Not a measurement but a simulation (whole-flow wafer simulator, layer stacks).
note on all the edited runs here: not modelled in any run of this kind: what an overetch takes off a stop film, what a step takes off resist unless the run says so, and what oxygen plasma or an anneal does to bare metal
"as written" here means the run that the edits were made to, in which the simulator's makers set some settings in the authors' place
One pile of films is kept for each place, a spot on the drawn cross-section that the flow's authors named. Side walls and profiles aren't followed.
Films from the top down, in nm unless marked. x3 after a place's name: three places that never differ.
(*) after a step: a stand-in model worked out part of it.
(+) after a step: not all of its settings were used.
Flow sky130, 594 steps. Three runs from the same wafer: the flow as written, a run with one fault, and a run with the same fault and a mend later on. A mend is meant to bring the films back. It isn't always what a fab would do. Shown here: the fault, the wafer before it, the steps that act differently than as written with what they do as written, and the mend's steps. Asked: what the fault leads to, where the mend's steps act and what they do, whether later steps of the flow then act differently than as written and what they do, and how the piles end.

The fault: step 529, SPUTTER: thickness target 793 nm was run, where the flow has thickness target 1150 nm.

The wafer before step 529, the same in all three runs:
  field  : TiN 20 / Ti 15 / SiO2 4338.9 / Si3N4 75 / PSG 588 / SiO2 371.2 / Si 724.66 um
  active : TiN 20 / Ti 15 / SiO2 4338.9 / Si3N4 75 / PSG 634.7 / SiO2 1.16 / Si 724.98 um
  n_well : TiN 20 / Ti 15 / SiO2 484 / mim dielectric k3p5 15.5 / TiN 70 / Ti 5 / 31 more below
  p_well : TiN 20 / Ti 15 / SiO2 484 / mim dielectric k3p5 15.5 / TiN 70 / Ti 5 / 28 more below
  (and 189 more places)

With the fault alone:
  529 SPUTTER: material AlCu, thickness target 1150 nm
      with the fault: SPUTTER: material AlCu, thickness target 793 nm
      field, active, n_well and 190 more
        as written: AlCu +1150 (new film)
        with the fault: AlCu +793 (new film)
  Later steps of the flow that act differently than as written (3 more steps differ only slightly, by at most 2% or 0.5 nm, whichever is larger, and aren't shown):
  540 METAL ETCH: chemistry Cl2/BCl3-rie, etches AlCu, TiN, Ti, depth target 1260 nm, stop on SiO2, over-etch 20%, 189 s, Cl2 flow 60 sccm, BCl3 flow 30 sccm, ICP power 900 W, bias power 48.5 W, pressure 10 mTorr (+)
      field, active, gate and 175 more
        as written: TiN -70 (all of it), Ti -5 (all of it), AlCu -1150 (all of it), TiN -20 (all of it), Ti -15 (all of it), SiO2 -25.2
        with the fault: TiN -70 (all of it), Ti -5 (all of it), AlCu -793 (all of it), TiN -20 (all of it), Ti -15 (all of it), SiO2 -60.9
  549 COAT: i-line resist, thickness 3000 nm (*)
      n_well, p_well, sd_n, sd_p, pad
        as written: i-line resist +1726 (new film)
        with the fault: i-line resist +2044.7 (new film)
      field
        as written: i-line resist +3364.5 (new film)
        with the fault: i-line resist +3270.2 (new film)
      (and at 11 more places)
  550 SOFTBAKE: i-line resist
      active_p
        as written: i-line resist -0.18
        with the fault: i-line resist +0.72
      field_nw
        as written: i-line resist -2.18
        with the fault: i-line resist +0.97
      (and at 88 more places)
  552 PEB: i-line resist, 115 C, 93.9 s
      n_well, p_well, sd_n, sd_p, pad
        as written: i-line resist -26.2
        with the fault: i-line resist -31.6
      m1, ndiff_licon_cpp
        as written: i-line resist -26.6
        with the fault: i-line resist -31.9
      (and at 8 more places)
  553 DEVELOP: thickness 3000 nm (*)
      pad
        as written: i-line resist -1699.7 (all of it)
        with the fault: i-line resist -2013.1 (all of it)
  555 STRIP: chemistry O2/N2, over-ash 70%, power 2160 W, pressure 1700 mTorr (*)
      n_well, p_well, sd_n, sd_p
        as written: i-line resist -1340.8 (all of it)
        with the fault: i-line resist -1654.2 (all of it)
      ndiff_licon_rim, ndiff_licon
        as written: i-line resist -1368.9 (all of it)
        with the fault: i-line resist -1674 (all of it)
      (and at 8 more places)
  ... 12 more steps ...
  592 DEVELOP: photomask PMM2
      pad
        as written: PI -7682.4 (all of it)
        with the fault: PI -8003.7 (all of it)
  At the end the piles differ from the flow's by more than 2% or 0.5 nm, whichever is larger, at n_well, p_well, gate_hv and 103 more.
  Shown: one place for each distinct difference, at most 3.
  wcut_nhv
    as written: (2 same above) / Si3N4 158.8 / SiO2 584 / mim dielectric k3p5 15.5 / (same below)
    with the fault: (2 same above) / Si3N4 158.8 / SiO2 548.3 / mim dielectric k3p5 15.5 / (same below)
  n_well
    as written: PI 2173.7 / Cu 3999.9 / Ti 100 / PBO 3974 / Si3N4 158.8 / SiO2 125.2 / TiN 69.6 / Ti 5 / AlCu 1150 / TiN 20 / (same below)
    with the fault: PI 2215.7 / Cu 3999.9 / Ti 100 / PBO 4230.6 / Si3N4 158.8 / SiO2 125.2 / TiN 69.6 / Ti 5 / AlCu 793 / TiN 20 / (same below)
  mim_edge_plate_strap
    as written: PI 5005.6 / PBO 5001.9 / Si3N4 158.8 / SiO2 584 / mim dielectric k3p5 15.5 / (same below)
    with the fault: PI 5005.9 / PBO 5001.4 / Si3N4 158.8 / SiO2 548.3 / mim dielectric k3p5 15.5 / (same below)

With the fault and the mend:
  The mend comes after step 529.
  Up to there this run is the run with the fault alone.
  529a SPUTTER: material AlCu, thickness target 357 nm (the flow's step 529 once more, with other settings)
      field, active, n_well and 190 more
        AlCu +357
  No later step of the flow acts differently than as written at any place that is followed.
  At the end the piles are the same as the flow's at every place that both follow.
